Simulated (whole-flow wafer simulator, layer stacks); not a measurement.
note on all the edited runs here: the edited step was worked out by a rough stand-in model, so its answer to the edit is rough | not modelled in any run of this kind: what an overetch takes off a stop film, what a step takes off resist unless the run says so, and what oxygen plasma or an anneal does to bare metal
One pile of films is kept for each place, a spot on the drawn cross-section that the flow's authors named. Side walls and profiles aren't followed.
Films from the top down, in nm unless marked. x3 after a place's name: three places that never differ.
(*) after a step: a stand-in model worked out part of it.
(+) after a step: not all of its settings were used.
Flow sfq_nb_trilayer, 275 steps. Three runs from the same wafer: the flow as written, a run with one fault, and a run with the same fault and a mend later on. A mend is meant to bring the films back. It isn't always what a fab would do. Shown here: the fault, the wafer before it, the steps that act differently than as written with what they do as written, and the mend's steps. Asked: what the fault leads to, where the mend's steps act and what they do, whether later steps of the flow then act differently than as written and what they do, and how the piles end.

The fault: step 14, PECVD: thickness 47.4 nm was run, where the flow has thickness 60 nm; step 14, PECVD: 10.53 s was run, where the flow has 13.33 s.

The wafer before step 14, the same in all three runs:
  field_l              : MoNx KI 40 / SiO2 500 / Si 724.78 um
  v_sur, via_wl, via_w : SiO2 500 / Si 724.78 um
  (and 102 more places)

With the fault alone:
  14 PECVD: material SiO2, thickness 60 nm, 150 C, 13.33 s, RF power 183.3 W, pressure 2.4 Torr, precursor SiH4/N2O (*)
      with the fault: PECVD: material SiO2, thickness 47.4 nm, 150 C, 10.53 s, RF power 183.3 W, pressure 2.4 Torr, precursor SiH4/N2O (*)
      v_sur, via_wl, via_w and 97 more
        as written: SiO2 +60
        with the fault: SiO2 +47.4
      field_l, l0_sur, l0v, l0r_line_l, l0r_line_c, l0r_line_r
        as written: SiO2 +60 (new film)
        with the fault: SiO2 +47.4 (new film)
  Later steps of the flow that act differently than as written (8 more steps differ only slightly, by at most 2% or 0.5 nm, whichever is larger, and aren't shown):
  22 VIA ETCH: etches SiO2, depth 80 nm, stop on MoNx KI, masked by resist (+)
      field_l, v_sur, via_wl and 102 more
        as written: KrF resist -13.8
        with the fault: KrF resist -12.2
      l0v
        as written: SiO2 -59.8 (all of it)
        with the fault: SiO2 -47.2 (all of it)
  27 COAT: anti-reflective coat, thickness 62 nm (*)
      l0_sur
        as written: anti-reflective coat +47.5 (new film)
        with the fault: anti-reflective coat +48.9 (new film)
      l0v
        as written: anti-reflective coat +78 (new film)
        with the fault: anti-reflective coat +74.2 (new film)
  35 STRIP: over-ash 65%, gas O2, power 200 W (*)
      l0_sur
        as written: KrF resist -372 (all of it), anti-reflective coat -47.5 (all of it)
        with the fault: KrF resist -372.8 (all of it), anti-reflective coat -48.9 (all of it)
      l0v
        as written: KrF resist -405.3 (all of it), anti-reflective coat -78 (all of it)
        with the fault: KrF resist -397.4 (all of it), anti-reflective coat -74.2 (all of it)
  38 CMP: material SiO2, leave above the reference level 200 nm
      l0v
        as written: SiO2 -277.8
        with the fault: SiO2 -292.5
  At the end the piles differ from the flow's by more than 2% or 0.5 nm, whichever is larger, at field_l, v_sur, via_wl and 99 more.
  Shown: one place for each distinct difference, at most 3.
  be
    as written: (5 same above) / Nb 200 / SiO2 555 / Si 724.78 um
    with the fault: (5 same above) / Nb 200 / SiO2 542.4 / Si 724.78 um
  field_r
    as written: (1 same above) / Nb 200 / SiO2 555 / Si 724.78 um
    with the fault: (1 same above) / Nb 200 / SiO2 542.4 / Si 724.78 um
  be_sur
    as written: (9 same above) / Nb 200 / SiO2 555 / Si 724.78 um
    with the fault: (9 same above) / Nb 200 / SiO2 542.4 / Si 724.78 um

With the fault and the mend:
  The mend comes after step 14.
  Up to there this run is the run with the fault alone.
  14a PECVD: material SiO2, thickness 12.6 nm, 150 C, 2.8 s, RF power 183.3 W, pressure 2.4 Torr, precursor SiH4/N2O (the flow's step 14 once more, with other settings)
      field_l, v_sur, via_wl and 103 more
        SiO2 +12.6
  No later step of the flow acts differently than as written, at any place that is followed, by more than 2% or 0.5 nm, whichever is larger.
  At the end the piles are the same as the flow's at every place that both follow.
